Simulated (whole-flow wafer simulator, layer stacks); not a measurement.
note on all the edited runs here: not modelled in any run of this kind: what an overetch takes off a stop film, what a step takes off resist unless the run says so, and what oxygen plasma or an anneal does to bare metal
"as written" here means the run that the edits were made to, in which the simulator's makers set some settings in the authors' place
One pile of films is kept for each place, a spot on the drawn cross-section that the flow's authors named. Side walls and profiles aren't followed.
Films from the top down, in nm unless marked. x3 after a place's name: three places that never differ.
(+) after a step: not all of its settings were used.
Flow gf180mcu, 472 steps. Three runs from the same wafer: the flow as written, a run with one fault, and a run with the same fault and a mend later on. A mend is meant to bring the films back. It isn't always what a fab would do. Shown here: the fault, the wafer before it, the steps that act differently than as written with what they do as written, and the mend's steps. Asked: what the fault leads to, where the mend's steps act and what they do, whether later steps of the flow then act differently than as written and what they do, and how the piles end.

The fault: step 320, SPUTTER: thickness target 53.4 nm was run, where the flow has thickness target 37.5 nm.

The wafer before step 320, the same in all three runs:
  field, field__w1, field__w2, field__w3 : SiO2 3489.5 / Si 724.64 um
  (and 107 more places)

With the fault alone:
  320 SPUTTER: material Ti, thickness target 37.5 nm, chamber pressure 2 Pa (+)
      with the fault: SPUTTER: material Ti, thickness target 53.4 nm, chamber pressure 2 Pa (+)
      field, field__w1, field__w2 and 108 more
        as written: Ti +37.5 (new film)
        with the fault: Ti +53.4 (new film)
  Later steps of the flow that act differently than as written:
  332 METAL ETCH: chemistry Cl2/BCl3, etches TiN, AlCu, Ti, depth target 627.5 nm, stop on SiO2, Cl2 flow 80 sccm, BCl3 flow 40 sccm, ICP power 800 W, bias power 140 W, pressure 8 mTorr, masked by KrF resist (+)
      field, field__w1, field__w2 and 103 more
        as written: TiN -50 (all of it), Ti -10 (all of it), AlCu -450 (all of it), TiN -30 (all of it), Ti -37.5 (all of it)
        with the fault: TiN -50 (all of it), Ti -10 (all of it), AlCu -450 (all of it), TiN -30 (all of it), Ti -53.4 (all of it)
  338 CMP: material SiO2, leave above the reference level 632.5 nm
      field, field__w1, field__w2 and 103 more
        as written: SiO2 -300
        with the fault: SiO2 -284.1
  At the end the piles differ from the flow's by more than 2% or 0.5 nm, whichever is larger, at field__w8, contact, m1, m1__w1, m1_nw.
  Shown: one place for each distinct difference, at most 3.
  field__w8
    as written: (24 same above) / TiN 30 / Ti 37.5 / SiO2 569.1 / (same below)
    with the fault: (24 same above) / TiN 30 / Ti 53.4 / SiO2 569.1 / (same below)
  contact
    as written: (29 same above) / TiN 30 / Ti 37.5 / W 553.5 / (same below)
    with the fault: (29 same above) / TiN 30 / Ti 53.4 / W 553.5 / (same below)

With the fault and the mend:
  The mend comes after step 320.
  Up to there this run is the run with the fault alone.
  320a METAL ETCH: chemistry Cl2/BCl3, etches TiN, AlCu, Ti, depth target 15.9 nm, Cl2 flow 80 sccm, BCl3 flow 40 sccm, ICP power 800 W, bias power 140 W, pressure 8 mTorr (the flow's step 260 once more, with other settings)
      field, field__w1, field__w2 and 108 more
        Ti -15.9
  No later step of the flow acts differently than as written at any place that is followed.
  At the end the piles are the same as the flow's at every place that both follow.
